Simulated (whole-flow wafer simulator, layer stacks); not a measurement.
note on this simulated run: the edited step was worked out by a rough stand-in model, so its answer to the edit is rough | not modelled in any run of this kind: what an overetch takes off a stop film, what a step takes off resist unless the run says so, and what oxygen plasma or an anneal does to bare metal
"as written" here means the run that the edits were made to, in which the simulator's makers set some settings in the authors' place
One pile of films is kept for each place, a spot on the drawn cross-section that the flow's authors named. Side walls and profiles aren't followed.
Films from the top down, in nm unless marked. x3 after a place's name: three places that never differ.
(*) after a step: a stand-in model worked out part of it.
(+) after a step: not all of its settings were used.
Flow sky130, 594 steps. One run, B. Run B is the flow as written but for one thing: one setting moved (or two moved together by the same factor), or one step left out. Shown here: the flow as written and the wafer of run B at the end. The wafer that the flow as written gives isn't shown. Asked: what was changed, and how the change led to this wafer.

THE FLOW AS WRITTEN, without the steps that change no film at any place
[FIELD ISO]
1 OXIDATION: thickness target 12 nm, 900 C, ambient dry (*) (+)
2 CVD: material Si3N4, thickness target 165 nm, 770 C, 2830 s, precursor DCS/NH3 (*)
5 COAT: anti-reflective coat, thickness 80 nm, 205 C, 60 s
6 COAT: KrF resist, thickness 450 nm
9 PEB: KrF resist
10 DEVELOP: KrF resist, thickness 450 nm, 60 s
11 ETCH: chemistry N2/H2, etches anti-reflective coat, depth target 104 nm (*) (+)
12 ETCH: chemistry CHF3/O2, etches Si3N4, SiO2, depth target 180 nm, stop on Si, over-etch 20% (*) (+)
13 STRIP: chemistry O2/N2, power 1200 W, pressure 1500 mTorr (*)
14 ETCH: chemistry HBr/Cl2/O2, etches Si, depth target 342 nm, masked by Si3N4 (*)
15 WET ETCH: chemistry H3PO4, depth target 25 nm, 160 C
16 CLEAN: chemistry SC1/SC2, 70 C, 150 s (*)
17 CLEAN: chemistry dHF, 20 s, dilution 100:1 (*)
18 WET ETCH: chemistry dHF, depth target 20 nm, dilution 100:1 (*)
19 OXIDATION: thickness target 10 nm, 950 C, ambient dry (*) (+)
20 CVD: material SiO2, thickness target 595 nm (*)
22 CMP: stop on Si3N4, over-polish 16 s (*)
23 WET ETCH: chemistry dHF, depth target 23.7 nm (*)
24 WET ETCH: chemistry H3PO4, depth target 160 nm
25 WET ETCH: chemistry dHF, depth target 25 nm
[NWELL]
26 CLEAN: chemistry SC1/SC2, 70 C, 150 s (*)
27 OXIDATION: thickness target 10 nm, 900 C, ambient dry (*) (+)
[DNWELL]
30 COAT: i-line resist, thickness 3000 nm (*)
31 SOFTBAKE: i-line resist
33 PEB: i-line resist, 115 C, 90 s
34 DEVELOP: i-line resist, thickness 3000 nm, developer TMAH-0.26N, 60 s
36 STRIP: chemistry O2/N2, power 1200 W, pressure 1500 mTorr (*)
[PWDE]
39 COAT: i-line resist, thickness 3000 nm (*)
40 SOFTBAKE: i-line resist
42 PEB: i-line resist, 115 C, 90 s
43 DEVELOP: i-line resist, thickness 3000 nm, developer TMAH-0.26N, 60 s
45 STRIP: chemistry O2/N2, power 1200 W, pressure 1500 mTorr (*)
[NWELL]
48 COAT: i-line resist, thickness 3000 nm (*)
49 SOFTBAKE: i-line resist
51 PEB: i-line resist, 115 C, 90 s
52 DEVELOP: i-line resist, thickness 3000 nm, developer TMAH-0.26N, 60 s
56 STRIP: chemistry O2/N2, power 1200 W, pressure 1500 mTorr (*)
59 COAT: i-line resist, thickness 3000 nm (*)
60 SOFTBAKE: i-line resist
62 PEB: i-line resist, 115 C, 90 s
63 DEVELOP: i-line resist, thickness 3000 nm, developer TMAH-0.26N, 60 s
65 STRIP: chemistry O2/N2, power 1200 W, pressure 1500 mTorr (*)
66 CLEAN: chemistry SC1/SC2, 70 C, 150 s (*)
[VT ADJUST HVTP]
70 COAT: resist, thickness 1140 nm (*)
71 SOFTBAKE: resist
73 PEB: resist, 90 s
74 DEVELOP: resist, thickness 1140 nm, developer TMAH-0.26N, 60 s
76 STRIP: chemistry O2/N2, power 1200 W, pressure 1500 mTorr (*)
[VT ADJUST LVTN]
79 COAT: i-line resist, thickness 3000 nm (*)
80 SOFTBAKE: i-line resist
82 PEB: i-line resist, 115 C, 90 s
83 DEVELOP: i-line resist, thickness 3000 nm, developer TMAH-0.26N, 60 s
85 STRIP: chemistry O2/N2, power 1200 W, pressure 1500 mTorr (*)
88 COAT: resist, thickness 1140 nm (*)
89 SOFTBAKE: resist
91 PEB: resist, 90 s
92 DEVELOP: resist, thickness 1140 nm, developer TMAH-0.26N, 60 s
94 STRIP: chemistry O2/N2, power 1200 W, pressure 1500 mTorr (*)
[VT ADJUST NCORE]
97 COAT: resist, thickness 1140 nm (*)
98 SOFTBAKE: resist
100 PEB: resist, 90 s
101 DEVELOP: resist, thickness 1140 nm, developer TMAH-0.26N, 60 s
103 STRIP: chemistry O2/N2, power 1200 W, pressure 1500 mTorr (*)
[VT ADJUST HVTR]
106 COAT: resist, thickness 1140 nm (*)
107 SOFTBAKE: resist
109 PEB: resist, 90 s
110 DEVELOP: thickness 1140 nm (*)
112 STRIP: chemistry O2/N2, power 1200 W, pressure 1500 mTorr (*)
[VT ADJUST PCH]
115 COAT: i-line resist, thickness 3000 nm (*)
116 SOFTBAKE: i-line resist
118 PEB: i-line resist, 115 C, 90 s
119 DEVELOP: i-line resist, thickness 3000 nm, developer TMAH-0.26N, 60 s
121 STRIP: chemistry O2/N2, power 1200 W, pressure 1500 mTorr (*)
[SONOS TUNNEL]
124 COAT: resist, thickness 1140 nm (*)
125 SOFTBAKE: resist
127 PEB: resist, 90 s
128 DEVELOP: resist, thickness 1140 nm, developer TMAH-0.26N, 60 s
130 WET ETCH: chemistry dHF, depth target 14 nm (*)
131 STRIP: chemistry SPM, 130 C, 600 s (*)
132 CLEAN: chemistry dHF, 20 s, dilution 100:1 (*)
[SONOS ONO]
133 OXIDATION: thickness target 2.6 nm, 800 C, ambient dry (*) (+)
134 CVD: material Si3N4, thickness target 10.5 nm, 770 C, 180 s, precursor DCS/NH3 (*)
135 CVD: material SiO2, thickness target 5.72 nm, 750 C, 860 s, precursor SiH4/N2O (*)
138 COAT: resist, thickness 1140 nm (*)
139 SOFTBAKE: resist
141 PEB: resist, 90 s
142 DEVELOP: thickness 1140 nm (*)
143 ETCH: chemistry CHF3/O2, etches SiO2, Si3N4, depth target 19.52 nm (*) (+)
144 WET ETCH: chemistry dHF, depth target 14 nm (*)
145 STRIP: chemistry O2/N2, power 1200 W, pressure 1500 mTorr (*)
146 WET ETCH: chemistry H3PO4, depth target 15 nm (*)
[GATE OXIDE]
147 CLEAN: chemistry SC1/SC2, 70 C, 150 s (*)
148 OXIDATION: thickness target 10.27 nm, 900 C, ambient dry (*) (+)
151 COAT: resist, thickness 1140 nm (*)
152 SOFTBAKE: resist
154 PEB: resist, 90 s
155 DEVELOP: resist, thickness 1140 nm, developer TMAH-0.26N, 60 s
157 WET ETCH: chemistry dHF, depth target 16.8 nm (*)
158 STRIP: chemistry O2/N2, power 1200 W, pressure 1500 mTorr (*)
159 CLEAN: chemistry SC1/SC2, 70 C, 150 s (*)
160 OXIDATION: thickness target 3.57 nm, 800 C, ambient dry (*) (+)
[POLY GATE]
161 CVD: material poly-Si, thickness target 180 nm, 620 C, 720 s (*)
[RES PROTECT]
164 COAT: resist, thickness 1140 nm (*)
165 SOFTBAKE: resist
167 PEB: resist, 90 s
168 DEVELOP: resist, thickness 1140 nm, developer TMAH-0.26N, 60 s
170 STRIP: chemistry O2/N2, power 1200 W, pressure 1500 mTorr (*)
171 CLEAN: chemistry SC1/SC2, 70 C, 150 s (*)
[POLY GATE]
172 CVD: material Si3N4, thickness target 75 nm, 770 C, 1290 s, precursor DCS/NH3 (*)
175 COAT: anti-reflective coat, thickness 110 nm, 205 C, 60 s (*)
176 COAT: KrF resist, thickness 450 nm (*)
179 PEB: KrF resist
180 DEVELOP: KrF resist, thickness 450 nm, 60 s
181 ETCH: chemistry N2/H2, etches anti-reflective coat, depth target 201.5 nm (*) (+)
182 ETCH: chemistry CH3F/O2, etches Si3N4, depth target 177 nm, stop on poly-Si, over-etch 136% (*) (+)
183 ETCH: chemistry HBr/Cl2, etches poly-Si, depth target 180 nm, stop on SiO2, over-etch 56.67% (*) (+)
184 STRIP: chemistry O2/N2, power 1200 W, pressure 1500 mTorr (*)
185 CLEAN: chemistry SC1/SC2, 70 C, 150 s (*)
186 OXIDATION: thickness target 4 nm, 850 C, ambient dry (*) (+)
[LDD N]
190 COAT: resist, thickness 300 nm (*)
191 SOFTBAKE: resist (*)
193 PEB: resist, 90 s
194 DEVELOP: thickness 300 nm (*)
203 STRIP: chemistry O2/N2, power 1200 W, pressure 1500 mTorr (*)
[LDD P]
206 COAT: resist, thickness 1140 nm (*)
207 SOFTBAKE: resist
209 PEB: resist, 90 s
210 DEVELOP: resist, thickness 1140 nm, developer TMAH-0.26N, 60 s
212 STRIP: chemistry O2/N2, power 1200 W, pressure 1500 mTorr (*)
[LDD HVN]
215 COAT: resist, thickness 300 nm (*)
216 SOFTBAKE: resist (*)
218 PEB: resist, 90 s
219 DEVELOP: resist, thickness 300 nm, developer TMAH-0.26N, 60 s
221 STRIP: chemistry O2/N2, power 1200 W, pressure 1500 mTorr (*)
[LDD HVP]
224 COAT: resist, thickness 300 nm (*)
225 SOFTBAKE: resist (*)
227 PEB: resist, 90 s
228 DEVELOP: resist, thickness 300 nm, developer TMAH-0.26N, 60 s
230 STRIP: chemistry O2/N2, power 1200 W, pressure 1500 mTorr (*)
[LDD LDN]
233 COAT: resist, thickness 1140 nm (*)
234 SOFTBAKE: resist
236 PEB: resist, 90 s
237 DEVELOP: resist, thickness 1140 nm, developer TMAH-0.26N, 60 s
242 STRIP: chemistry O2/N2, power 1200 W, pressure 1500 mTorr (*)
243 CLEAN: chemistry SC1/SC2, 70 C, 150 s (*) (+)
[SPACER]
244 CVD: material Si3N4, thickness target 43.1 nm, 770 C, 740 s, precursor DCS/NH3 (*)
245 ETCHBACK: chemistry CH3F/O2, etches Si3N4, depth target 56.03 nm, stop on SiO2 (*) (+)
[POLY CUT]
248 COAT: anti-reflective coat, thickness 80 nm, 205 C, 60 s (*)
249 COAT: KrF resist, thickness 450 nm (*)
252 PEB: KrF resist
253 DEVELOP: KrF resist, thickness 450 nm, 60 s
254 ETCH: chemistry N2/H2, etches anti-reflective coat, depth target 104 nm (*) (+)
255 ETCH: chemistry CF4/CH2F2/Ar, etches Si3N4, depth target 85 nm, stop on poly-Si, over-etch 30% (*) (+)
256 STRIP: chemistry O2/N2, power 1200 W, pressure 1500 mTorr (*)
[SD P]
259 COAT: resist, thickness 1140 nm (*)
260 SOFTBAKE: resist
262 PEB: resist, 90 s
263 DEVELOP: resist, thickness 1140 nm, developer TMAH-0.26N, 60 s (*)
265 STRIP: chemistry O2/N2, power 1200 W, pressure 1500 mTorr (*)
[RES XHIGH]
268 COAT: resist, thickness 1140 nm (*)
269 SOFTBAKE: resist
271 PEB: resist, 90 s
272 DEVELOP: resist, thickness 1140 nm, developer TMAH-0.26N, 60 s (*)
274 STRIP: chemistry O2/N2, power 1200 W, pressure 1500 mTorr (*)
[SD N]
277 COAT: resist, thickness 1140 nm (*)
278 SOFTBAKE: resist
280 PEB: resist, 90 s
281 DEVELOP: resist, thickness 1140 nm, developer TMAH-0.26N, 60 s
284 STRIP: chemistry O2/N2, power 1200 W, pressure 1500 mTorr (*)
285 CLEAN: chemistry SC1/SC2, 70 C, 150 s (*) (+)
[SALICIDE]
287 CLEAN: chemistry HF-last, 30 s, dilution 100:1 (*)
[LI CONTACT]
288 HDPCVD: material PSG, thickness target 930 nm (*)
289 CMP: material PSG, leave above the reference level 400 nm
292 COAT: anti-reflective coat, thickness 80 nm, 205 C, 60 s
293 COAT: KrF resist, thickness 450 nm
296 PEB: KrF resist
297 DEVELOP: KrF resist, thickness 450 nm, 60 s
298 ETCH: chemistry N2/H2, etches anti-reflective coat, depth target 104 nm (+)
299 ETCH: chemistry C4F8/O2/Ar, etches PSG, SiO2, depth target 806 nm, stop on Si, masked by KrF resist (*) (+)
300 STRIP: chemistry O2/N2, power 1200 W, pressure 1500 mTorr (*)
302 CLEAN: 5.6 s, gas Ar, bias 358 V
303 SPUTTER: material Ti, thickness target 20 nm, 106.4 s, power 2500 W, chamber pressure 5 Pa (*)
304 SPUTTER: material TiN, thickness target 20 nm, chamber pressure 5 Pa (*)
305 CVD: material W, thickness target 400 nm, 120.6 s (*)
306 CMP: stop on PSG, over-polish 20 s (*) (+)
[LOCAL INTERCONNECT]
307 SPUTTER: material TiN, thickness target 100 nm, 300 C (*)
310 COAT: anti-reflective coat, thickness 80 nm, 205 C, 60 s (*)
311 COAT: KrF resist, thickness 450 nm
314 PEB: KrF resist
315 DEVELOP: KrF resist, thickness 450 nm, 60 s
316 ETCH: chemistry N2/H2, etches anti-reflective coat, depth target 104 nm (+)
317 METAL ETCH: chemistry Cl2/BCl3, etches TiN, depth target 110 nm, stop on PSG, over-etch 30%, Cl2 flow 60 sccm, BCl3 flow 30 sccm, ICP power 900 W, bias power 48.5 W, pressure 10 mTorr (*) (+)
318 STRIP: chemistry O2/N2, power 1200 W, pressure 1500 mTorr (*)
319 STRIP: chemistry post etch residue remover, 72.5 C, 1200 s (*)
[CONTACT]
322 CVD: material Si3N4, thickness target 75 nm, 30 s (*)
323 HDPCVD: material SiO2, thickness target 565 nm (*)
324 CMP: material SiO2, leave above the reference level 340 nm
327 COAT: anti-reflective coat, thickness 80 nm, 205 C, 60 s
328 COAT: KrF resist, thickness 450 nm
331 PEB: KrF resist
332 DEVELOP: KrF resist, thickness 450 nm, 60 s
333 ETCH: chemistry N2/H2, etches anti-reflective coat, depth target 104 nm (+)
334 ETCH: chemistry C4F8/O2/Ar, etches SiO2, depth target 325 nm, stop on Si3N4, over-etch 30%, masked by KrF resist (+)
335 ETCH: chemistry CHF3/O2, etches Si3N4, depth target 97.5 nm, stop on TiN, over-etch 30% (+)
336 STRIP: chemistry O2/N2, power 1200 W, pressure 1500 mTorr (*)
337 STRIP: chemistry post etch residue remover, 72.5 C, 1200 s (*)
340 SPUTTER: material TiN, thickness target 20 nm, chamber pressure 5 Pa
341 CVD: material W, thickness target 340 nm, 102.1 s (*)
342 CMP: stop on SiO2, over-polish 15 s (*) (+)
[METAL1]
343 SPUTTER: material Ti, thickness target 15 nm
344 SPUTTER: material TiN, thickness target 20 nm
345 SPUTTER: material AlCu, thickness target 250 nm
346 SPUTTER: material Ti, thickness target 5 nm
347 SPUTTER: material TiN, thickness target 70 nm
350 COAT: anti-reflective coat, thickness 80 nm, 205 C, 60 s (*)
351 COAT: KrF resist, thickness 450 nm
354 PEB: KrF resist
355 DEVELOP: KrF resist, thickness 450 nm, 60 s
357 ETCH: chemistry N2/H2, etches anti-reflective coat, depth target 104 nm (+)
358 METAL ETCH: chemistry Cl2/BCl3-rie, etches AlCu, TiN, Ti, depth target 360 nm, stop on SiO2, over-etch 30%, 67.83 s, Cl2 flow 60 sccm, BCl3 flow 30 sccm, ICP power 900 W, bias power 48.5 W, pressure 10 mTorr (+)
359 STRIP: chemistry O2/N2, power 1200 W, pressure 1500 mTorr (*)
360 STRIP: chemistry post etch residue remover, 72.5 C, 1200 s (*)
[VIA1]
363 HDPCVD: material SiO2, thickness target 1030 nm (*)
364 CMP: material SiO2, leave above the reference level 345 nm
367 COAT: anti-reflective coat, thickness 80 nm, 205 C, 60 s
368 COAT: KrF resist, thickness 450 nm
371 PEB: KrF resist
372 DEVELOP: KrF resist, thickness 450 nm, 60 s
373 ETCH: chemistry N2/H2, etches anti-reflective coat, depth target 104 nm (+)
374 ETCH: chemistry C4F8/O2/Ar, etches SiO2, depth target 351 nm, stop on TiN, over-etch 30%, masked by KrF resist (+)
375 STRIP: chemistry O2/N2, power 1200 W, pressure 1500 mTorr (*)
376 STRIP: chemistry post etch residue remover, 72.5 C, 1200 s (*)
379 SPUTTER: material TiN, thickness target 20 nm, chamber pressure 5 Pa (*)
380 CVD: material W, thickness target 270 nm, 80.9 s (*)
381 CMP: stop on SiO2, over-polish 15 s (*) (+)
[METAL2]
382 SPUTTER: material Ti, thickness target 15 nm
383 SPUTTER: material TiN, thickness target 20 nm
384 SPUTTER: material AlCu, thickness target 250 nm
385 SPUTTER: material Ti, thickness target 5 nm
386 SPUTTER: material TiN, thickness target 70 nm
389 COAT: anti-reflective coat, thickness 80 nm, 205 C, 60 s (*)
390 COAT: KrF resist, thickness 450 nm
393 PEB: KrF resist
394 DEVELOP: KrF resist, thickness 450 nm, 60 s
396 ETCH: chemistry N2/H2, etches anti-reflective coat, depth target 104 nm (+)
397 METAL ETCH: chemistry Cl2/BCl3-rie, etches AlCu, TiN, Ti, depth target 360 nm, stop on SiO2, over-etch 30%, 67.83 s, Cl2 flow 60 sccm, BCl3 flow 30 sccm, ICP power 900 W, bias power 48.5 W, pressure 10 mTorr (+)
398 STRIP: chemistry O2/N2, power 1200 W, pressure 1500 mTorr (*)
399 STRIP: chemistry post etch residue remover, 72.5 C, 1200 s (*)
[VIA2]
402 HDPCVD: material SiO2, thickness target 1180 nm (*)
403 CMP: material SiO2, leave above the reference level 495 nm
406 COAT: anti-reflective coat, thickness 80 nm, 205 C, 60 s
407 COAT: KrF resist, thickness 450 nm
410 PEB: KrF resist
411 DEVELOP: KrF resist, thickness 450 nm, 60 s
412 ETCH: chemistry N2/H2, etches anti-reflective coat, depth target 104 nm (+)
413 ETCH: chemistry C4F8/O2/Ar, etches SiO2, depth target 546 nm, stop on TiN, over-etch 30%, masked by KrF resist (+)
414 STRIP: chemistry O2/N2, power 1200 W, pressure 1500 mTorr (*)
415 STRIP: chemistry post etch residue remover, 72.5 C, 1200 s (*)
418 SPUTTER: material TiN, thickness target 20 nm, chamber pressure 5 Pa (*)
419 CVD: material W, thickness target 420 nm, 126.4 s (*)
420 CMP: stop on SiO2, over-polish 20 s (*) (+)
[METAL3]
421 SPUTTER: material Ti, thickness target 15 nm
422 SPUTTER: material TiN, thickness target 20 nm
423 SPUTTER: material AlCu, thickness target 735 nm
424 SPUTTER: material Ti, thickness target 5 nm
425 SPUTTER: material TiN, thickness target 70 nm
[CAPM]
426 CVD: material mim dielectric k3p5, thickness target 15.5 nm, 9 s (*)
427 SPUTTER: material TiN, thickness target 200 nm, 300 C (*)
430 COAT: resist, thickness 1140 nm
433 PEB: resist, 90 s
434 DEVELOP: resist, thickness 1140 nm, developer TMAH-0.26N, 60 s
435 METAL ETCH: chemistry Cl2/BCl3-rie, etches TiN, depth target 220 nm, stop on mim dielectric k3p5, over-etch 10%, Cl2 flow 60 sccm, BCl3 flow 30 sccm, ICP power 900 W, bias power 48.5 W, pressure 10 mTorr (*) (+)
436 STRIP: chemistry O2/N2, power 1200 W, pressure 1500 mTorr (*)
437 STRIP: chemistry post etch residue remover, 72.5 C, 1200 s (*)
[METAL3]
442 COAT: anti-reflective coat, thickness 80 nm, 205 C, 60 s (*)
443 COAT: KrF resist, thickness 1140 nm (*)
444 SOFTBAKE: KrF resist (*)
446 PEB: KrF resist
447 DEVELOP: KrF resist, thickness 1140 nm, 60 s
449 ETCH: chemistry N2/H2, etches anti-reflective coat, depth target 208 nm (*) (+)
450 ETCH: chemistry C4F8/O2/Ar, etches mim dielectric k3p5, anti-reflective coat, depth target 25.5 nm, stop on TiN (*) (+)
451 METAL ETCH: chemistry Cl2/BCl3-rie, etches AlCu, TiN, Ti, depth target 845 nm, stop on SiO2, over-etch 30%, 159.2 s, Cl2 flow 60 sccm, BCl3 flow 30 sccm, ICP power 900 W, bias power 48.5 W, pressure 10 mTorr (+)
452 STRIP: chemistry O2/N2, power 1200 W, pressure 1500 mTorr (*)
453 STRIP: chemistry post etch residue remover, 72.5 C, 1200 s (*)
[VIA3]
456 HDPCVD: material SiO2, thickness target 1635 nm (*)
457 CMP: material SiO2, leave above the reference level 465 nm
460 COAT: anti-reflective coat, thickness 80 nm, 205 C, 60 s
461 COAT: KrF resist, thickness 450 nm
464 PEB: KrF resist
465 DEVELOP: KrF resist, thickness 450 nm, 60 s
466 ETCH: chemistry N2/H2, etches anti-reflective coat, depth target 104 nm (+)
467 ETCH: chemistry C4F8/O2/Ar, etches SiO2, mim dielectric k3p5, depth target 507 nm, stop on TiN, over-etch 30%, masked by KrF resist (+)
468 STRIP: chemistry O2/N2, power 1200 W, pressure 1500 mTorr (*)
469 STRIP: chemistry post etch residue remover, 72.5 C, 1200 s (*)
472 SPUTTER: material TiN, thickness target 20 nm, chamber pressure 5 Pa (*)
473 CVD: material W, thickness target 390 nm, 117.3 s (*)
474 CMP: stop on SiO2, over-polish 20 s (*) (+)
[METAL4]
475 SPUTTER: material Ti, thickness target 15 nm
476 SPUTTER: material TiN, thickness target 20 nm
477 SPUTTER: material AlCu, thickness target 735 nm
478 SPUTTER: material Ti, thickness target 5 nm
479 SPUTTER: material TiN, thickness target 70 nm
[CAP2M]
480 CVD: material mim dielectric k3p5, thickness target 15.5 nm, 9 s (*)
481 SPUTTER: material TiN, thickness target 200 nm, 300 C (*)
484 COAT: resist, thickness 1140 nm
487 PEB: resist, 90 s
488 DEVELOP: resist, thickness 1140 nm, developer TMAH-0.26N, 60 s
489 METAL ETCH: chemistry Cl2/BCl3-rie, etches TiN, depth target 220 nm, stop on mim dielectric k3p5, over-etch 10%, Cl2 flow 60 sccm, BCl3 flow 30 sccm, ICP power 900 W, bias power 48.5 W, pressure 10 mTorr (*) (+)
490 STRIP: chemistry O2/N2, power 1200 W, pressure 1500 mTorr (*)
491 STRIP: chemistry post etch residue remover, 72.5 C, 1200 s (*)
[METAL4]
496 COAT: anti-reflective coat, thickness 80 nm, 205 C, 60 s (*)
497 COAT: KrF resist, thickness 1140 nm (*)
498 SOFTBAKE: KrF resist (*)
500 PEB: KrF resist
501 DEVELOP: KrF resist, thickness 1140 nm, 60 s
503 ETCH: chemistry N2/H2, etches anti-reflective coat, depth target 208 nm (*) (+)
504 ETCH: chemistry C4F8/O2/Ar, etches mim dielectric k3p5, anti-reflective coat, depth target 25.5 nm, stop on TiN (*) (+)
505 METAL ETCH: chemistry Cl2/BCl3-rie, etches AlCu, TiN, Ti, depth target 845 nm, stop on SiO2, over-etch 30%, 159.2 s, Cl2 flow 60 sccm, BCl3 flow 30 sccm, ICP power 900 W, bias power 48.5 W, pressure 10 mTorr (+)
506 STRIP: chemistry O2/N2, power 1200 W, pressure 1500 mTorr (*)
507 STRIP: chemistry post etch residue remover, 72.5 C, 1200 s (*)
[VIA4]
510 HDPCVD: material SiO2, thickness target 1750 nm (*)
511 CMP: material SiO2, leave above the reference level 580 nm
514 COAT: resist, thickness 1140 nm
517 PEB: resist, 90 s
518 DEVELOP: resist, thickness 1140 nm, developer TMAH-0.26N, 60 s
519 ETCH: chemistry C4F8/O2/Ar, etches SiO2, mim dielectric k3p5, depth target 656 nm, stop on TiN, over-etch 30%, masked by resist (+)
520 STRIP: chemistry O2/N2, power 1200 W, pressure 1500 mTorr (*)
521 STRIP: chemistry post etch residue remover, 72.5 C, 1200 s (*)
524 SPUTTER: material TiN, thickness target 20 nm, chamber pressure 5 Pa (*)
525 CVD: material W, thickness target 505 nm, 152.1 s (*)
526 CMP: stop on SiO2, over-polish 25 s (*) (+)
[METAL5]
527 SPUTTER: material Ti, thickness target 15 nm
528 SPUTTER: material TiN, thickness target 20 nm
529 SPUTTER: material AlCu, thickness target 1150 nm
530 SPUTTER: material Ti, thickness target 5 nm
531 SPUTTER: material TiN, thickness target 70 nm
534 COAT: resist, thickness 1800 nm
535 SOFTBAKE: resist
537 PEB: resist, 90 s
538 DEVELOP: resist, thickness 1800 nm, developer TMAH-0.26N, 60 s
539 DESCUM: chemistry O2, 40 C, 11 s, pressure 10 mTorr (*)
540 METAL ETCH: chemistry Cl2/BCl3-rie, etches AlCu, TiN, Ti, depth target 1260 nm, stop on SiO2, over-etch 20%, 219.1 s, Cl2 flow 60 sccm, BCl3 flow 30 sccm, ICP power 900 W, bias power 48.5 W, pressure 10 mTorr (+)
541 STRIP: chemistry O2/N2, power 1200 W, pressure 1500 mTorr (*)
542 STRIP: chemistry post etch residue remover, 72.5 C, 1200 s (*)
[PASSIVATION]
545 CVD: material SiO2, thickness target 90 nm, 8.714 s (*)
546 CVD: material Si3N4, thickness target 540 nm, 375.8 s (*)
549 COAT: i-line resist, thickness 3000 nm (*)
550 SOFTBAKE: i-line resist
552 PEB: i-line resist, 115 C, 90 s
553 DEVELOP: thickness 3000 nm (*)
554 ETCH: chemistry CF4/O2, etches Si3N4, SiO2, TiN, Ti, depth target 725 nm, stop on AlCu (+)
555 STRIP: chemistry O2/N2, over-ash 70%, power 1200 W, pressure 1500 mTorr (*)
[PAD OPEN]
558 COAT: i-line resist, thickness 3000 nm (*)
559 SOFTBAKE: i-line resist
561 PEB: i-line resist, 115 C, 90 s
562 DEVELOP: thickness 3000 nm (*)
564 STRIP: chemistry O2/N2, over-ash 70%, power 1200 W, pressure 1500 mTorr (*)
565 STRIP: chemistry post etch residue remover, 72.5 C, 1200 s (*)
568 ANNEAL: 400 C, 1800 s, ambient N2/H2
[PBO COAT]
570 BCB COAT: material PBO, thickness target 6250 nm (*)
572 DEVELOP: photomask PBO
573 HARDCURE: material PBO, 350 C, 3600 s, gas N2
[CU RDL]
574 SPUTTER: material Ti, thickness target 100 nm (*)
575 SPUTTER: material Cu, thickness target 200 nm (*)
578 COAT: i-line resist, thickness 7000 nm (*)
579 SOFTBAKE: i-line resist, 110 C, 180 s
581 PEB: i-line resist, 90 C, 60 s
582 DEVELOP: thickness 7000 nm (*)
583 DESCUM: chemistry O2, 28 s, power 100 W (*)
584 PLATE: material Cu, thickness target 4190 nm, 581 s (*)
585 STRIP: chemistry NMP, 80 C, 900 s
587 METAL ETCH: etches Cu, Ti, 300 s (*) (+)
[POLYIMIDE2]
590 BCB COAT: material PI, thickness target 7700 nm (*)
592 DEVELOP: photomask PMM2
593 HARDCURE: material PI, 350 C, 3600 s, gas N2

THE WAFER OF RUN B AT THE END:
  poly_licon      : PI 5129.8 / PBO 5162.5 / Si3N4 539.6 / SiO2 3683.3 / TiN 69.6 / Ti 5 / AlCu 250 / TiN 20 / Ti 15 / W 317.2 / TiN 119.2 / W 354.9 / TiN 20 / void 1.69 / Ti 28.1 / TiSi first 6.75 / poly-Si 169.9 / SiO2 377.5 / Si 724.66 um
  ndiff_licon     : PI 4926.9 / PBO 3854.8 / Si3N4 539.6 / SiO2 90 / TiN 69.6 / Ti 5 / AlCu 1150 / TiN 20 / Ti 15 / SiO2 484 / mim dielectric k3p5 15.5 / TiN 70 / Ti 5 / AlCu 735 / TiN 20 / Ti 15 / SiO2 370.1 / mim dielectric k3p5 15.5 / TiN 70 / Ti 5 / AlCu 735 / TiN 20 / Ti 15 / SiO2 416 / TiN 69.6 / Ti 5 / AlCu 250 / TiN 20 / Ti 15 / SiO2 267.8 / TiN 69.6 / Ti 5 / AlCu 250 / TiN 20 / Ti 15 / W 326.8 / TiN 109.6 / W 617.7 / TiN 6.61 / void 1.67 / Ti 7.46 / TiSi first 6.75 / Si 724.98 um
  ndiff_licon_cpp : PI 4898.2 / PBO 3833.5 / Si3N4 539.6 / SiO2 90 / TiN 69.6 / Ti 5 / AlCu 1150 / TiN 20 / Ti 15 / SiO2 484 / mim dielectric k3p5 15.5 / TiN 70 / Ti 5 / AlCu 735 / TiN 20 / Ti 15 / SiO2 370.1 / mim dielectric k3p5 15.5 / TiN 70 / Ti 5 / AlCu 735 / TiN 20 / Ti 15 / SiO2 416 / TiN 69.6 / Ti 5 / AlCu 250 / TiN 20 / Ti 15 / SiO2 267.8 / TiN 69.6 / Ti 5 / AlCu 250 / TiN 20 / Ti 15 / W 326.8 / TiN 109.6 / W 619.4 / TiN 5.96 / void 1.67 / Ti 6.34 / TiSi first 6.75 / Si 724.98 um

The cause: step 303, SPUTTER: thickness target 32 nm was run, where the flow has thickness target 20 nm.

How the change led to this, step by step:
  303 SPUTTER: material Ti, thickness target 20 nm, 106.4 s, power 2500 W, chamber pressure 5 Pa (*)
      field, active, n_well and 185 more: Ti +32 (new film) (as written it would be: Ti +20 (new film))
      ndiff_licon: Ti +11.4 (new film) (as written it would be: Ti +7.24 (new film))
      (and at 2 more places)
  306 CMP: stop on PSG, over-polish 20 s (*) (+)
      field, active, n_well and 184 more: W -400 (all of it), TiN -20 (all of it), Ti -32 (all of it), PSG -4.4 (as written it would be: W -400 (all of it), TiN -20 (all of it), Ti -20 (all of it), PSG -4.4)
      ndiff_licon, ndiff_licon_cpp, rpo_hd_licon: W -456.9 (as written it would be: W -444.9)
      (and at 1 more place)
